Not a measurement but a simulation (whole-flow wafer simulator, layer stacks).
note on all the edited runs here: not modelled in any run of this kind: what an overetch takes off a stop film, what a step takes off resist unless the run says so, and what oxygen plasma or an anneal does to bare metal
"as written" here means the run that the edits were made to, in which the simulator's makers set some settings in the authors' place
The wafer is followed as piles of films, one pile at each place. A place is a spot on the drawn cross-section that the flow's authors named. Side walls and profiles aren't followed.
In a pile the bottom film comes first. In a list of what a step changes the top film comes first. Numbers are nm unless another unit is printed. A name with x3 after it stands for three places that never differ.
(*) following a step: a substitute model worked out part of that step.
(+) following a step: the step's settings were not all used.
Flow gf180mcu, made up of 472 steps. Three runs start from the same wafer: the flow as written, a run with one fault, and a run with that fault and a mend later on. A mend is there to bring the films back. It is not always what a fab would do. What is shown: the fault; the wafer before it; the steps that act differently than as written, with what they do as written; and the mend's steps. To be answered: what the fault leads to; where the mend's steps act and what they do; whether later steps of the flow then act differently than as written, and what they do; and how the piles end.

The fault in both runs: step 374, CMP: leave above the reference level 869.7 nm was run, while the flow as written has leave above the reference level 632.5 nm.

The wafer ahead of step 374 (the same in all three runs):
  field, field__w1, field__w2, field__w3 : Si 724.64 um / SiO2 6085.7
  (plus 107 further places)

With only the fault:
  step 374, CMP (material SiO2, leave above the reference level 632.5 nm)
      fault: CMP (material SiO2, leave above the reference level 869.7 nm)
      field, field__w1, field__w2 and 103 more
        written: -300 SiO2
        fault: -62.8 SiO2
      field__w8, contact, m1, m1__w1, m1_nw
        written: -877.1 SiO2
        fault: -639.9 SiO2
  Later steps of the flow acting differently than as written:
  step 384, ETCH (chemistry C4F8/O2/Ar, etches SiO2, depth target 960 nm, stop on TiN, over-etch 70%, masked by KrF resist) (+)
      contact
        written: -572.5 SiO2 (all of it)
        fault: -809.7 SiO2 (all of it)
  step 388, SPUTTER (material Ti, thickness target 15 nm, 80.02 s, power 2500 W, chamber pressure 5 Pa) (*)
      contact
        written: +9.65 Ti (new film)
        fault: +8.41 Ti (new film)
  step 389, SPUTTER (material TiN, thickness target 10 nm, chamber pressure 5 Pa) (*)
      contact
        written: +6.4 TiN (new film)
        fault: +5.57 TiN (new film)
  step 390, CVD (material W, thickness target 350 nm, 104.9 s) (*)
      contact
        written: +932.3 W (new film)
        fault: +1171.6 W (new film)
  The piles end different from the flow's at field, field__w1, field__w2 and 109 more by more than 2% or 0.5 nm, whichever is larger.
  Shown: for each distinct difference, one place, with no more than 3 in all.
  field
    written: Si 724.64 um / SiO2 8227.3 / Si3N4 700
    fault: Si 724.64 um / SiO2 8464.5 / Si3N4 700
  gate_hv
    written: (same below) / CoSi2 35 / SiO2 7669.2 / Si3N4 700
    fault: (same below) / CoSi2 35 / SiO2 7906.4 / Si3N4 700
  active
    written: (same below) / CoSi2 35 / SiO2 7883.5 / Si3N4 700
    fault: (same below) / CoSi2 35 / SiO2 8120.7 / Si3N4 700

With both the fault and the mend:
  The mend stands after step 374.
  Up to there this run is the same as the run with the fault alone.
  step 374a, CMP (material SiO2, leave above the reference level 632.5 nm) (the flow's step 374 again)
      field, field__w1, field__w2 and 108 more
        -237.2 SiO2
  None of the later steps of the flow acts differently than as written at any place that is followed.
  The piles end the same as the flow's at every place that both follow.
